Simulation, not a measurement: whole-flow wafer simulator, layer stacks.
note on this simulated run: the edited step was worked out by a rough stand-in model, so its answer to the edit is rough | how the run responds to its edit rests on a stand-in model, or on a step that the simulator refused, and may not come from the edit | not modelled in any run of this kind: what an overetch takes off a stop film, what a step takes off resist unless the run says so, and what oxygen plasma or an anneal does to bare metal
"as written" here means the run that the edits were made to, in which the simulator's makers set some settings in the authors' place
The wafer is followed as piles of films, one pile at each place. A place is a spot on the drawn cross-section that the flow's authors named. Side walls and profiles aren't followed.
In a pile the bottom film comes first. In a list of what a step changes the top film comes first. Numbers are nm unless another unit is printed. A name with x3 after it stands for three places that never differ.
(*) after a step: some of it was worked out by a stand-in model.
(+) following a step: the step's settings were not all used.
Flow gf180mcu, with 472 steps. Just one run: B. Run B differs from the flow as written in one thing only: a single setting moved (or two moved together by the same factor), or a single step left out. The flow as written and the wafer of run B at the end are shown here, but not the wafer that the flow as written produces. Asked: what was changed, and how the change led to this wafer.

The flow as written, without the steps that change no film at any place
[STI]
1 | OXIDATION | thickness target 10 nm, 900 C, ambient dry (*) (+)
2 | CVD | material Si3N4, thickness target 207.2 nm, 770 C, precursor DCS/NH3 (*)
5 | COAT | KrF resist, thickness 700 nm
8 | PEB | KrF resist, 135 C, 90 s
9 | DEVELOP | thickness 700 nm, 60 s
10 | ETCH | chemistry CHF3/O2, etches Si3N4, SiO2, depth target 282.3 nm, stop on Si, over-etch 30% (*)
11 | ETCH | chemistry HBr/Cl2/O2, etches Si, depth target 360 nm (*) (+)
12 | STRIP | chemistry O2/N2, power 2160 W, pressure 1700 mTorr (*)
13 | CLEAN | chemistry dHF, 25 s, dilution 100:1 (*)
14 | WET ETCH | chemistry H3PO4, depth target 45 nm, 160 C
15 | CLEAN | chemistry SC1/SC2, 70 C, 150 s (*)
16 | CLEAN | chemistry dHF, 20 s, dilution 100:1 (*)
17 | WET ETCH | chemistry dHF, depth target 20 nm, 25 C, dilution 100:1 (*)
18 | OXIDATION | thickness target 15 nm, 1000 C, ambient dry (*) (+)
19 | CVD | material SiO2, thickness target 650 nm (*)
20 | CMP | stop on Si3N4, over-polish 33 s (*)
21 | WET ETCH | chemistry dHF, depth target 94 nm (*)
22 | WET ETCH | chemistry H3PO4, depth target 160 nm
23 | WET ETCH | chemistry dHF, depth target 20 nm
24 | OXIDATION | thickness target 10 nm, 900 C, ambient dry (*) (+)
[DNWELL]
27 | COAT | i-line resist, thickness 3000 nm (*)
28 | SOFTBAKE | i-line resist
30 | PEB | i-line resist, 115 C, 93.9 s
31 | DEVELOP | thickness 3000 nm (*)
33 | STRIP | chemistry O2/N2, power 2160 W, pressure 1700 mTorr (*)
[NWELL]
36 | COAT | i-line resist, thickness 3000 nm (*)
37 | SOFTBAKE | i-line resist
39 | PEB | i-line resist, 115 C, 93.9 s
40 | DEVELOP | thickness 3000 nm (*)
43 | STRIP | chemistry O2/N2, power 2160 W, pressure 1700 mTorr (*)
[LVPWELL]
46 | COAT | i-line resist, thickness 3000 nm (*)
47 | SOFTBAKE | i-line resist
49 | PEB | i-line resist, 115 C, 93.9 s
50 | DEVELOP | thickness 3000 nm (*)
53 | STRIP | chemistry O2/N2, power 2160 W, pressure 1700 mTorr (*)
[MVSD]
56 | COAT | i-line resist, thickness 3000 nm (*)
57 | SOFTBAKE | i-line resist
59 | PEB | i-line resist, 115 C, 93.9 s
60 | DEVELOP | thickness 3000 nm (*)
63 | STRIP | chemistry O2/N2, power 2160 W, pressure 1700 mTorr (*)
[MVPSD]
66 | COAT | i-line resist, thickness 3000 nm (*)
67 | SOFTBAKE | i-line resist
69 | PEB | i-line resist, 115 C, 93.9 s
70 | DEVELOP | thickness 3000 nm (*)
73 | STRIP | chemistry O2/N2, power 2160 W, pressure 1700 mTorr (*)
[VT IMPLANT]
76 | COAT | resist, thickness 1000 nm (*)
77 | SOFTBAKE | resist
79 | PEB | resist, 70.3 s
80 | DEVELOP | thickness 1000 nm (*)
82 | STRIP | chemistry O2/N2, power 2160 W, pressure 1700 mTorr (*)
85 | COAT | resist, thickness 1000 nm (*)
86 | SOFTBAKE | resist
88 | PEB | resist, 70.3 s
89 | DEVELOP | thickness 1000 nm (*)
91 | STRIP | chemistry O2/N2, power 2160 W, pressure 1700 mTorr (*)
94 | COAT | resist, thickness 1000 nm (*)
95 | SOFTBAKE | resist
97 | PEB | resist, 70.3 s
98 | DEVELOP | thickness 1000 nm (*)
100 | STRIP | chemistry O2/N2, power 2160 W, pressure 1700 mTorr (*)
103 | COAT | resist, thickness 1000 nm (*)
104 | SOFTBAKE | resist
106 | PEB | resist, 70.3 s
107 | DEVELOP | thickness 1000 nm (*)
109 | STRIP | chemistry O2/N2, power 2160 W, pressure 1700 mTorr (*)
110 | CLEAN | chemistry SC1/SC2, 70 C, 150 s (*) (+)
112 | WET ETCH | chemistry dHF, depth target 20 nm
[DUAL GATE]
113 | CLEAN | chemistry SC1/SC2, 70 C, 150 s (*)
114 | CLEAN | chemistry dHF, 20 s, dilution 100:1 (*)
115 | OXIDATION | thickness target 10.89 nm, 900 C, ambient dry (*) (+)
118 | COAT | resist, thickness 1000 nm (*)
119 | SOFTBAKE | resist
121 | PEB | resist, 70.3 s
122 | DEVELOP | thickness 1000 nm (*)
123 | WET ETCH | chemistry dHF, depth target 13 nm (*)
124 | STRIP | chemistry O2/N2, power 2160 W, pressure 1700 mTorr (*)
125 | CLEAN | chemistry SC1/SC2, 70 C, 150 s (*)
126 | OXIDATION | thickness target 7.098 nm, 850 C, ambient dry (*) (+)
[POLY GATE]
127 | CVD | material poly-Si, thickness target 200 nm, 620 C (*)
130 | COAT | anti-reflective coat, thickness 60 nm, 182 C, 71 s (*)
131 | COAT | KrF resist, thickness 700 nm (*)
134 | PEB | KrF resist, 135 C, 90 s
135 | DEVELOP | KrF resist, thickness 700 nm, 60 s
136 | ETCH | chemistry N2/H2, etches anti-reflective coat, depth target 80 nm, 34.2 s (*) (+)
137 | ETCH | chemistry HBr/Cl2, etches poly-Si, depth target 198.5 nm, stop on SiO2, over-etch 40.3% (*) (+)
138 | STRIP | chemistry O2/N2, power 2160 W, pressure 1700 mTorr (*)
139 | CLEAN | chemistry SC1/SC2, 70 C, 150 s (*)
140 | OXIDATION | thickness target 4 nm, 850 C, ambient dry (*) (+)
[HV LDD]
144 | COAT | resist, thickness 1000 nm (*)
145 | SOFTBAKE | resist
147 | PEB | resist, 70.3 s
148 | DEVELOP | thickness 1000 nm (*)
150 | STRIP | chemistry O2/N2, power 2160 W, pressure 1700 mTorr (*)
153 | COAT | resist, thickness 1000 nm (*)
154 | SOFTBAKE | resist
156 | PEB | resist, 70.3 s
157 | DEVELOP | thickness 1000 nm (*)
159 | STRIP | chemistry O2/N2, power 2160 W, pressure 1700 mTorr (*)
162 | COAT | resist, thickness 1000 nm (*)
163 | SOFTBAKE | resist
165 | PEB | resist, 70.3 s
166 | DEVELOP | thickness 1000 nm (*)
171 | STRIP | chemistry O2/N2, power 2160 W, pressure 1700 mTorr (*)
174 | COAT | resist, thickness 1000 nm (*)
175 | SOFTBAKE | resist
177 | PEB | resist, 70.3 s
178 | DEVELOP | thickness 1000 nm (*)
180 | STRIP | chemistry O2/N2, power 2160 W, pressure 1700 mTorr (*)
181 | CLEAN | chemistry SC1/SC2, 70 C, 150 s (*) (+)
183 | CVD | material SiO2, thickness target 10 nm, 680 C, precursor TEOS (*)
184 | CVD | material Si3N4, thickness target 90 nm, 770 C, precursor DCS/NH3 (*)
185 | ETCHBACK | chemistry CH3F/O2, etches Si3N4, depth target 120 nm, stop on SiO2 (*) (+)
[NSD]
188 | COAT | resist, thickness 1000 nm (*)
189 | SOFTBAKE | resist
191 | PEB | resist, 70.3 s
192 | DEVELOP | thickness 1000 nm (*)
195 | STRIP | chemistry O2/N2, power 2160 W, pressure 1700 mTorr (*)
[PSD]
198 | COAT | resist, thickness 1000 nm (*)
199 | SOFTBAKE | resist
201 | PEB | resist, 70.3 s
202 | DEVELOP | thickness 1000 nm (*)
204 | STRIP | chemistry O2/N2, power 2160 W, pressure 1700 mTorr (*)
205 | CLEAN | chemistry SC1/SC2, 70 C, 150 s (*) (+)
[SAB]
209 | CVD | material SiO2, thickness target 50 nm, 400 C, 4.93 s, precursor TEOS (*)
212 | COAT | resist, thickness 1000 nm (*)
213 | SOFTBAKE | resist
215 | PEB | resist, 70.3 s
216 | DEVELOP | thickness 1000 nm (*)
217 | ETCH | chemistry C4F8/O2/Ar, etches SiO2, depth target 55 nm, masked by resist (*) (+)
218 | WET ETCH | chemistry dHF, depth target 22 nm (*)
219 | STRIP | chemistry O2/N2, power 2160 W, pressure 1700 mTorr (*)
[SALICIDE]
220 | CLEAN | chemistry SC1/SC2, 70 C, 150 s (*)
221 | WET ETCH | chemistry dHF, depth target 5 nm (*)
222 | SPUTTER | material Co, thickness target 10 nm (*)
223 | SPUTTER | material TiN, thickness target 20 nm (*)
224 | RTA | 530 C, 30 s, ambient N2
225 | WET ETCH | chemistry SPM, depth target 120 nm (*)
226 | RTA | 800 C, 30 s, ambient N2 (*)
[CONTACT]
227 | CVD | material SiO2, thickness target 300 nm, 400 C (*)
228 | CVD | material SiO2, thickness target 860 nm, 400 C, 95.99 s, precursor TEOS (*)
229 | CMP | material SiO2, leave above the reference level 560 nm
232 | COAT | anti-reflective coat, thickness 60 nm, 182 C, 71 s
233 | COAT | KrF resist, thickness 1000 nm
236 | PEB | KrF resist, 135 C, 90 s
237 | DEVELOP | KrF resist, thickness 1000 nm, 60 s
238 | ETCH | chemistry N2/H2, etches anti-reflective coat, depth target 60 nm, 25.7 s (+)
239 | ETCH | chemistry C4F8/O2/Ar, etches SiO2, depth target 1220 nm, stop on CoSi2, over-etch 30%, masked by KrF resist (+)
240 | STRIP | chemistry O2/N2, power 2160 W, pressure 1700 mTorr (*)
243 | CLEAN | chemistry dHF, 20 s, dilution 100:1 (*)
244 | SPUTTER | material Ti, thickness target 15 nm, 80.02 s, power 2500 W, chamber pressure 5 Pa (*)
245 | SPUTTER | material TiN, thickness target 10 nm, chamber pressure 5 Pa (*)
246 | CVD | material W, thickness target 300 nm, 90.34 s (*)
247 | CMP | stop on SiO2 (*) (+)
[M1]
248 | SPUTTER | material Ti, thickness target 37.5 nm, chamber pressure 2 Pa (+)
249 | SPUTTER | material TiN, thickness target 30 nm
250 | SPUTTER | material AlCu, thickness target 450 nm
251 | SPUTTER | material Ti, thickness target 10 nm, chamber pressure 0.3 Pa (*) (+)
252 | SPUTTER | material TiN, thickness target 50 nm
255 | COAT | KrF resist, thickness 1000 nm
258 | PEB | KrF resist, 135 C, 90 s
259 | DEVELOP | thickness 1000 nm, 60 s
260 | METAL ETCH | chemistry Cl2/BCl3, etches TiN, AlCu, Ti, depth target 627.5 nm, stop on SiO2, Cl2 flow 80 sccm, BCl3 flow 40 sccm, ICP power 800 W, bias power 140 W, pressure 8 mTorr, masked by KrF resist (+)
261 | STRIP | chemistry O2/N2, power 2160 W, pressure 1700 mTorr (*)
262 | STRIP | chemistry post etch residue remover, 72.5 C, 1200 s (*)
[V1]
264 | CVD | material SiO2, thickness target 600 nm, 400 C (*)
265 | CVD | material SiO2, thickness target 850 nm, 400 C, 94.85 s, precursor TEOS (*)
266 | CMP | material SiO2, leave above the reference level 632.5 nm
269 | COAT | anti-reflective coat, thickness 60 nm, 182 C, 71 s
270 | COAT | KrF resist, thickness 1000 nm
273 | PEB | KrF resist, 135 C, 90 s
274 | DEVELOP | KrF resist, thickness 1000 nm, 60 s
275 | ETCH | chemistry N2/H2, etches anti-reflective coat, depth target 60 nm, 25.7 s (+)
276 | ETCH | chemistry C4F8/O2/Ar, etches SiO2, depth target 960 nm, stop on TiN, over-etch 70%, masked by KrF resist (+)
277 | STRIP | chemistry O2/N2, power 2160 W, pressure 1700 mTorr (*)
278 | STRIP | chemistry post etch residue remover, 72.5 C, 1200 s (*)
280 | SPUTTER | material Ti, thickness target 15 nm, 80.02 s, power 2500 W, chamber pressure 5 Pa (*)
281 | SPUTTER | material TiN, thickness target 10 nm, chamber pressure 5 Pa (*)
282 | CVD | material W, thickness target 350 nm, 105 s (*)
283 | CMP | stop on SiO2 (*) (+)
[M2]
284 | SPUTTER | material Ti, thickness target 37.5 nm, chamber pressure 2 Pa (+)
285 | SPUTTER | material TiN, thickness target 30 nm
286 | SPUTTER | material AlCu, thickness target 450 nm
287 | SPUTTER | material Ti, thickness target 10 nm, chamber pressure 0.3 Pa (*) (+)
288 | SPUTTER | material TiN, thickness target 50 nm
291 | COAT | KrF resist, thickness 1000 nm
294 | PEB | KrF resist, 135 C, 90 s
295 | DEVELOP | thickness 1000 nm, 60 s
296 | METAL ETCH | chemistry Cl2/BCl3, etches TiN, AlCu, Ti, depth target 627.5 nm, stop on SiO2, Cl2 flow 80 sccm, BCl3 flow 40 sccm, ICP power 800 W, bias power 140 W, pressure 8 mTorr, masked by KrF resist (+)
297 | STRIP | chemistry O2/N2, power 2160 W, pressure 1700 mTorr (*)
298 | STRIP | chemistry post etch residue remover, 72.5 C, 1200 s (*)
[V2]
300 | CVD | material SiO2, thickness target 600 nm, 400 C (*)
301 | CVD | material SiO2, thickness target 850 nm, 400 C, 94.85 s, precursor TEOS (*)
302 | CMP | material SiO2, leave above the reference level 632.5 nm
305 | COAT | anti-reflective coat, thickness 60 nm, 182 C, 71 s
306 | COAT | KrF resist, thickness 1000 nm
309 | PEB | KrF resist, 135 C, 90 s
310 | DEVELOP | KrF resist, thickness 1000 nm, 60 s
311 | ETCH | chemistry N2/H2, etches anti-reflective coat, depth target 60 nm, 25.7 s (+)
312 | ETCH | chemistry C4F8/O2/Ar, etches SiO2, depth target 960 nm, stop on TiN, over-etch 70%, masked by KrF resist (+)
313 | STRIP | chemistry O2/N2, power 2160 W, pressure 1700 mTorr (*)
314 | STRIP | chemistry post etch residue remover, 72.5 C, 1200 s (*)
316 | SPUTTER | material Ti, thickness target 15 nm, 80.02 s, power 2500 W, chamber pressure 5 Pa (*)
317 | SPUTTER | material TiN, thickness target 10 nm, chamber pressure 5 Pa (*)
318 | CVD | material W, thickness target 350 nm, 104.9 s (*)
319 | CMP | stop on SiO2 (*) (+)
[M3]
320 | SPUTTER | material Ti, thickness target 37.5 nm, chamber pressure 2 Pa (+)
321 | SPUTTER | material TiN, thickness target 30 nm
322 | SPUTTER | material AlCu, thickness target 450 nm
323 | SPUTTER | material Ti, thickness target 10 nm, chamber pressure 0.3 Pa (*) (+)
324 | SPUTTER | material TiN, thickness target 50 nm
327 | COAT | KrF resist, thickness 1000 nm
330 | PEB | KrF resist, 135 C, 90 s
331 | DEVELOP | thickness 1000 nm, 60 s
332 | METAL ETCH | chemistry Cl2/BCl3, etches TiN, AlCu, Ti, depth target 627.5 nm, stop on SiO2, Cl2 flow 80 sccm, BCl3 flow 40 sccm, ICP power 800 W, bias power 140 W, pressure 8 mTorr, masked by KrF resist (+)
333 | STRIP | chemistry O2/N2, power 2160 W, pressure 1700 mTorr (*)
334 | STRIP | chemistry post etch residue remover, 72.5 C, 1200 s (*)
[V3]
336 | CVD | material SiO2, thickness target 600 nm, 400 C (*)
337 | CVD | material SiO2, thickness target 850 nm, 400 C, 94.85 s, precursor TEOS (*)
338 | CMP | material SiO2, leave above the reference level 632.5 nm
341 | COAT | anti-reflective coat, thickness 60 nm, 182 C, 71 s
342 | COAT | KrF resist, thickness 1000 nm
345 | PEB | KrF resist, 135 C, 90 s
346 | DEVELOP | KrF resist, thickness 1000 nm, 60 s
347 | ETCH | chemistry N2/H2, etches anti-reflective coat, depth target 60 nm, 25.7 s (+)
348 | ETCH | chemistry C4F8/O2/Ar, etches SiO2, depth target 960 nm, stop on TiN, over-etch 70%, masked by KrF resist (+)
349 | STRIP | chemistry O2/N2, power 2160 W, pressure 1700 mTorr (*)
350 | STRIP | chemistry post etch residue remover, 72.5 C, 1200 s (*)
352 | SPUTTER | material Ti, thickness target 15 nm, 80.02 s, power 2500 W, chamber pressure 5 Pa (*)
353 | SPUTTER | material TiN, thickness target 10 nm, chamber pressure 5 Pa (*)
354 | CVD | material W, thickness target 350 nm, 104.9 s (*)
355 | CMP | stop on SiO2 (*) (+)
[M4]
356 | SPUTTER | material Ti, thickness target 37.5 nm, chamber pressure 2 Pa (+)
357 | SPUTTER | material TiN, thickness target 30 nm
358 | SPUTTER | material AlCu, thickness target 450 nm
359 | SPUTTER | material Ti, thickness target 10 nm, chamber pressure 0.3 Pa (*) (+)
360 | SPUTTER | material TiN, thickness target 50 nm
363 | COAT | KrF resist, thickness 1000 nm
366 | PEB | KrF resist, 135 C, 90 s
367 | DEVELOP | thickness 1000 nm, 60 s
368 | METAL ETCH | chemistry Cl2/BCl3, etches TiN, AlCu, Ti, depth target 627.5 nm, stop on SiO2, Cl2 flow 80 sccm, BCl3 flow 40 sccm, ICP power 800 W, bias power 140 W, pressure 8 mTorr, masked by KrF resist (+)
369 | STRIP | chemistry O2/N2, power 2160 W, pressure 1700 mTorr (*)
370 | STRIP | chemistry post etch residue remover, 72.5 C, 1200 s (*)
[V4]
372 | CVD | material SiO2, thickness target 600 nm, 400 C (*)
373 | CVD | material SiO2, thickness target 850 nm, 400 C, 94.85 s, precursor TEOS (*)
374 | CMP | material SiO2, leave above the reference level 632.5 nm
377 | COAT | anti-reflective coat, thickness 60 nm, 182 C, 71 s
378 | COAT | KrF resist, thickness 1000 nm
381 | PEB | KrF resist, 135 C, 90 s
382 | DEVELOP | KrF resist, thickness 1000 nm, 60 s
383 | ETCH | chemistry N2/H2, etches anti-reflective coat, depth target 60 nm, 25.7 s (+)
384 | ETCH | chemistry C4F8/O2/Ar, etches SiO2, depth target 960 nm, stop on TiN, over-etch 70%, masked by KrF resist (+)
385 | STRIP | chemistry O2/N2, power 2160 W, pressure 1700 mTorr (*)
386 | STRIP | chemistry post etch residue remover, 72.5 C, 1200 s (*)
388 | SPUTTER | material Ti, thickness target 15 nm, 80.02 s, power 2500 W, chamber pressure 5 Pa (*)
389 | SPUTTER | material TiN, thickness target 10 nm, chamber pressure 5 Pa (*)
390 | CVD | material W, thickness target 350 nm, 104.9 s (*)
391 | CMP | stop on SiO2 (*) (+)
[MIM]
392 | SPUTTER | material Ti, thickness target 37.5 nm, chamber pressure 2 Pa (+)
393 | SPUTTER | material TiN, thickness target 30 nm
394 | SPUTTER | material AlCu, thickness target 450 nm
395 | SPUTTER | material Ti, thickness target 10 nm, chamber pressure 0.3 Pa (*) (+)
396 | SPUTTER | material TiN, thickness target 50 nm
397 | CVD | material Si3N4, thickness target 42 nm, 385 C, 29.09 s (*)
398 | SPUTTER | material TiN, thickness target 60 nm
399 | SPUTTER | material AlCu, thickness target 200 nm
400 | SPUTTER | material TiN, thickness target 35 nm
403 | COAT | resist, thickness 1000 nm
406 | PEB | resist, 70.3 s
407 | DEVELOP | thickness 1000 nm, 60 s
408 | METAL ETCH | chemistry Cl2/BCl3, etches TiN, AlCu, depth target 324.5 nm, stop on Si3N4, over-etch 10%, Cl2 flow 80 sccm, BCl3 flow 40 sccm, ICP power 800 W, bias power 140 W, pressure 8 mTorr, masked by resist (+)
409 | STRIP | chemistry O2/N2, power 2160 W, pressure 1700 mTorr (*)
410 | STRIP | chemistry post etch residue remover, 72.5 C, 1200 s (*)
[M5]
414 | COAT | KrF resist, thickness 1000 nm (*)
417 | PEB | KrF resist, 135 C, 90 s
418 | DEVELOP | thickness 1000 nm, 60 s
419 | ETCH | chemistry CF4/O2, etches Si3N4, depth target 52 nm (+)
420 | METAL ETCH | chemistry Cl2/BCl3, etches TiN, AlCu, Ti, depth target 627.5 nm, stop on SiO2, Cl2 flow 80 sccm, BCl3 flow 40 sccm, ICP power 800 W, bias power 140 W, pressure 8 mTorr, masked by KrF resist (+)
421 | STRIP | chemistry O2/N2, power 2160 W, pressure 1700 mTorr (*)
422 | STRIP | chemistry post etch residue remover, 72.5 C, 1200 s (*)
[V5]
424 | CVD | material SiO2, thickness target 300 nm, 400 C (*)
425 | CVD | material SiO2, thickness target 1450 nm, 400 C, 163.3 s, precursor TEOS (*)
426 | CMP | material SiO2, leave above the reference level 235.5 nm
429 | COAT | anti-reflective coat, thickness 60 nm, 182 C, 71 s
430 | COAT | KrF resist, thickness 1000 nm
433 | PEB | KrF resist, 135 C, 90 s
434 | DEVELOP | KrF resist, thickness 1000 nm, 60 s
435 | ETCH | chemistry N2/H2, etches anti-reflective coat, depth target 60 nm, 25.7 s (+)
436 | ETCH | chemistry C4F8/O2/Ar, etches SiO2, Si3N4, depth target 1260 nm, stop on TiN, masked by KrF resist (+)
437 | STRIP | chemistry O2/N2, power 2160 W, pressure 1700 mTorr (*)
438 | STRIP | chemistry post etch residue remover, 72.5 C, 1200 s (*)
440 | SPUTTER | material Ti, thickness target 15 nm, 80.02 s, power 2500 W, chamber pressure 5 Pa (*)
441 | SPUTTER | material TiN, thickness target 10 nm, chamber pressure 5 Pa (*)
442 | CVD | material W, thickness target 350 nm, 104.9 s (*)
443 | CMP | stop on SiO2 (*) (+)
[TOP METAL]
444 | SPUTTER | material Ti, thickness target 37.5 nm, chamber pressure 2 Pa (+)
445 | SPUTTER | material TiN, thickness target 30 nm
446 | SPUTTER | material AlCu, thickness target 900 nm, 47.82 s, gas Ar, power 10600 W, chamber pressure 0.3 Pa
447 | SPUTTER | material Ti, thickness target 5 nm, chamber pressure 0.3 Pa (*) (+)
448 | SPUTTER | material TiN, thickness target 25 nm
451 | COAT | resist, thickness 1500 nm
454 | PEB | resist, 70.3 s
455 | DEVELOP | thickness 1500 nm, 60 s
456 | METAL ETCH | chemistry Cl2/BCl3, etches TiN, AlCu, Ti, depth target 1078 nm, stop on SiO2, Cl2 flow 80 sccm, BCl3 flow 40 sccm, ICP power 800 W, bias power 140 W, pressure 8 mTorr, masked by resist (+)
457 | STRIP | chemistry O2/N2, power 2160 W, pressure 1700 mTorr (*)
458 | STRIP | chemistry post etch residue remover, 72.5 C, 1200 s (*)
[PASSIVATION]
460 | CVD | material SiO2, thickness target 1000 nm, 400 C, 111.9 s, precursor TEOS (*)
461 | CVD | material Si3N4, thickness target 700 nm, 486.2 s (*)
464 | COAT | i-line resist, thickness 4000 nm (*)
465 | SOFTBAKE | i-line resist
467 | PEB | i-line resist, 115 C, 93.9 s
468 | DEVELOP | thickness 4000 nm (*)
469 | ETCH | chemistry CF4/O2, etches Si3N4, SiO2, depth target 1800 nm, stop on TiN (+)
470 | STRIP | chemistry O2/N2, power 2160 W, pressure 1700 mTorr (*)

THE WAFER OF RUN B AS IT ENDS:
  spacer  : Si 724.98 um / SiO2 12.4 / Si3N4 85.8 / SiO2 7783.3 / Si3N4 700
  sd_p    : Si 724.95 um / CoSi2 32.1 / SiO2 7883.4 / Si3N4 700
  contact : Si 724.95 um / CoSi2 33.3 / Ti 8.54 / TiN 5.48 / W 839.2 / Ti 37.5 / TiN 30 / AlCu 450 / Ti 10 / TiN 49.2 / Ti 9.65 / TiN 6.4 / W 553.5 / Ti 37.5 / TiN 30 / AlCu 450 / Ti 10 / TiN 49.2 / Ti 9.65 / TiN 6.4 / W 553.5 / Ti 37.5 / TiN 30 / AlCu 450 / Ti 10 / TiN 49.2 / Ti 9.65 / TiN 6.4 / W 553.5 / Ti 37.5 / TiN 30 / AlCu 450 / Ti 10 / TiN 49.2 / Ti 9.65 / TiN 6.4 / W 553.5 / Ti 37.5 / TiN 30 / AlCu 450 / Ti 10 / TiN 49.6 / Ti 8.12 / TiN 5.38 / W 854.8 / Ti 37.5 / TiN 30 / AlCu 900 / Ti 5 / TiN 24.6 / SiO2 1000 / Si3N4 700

What caused this: step 183, CVD: thickness target 5.25 nm was run, whereas the flow has thickness target 10 nm.

Step by step, how the change led to this:
  183 | CVD | material SiO2, thickness target 10 nm, 680 C, precursor TEOS (*)
      field, field__w1, field__w2 and 99 more: +5.25 SiO2 (it would be, as written: +10 SiO2)
      ld_drift_p: +5.18 SiO2 (it would be, as written: +9.87 SiO2)
      (also at 1 further place)
  189 | SOFTBAKE | resist
      field: -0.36 resist (it would be, as written: +3.56 resist)
      active_hv: -0.53 resist (it would be, as written: +2.68 resist)
      (also at 1 further place)
  199 | SOFTBAKE | resist
      field: -0.36 resist (it would be, as written: +3.56 resist)
      active_hv: -0.53 resist (it would be, as written: +2.68 resist)
      (also at 1 further place)
  218 | WET ETCH | chemistry dHF, depth target 22 nm (*)
      gate, gate_hv, gate_p and 23 more: -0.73 SiO2 (all of it) (it would be, as written: -5.48 SiO2 (all of it))
      active, p_well, sd_n, iso_ptap_pw, iso_ntap_nw, iso_ptap_sub, vpnp_e: -4.26 SiO2 (all of it) (it would be, as written: -9.01 SiO2 (all of it))
      (also at 16 further places)
  229 | CMP | material SiO2, leave above the reference level 560 nm
      field__w2: -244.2 SiO2 (it would be, as written: -250 SiO2)
      field__w3: -226.4 SiO2 (it would be, as written: -232.3 SiO2)
      (also at 3 further places)
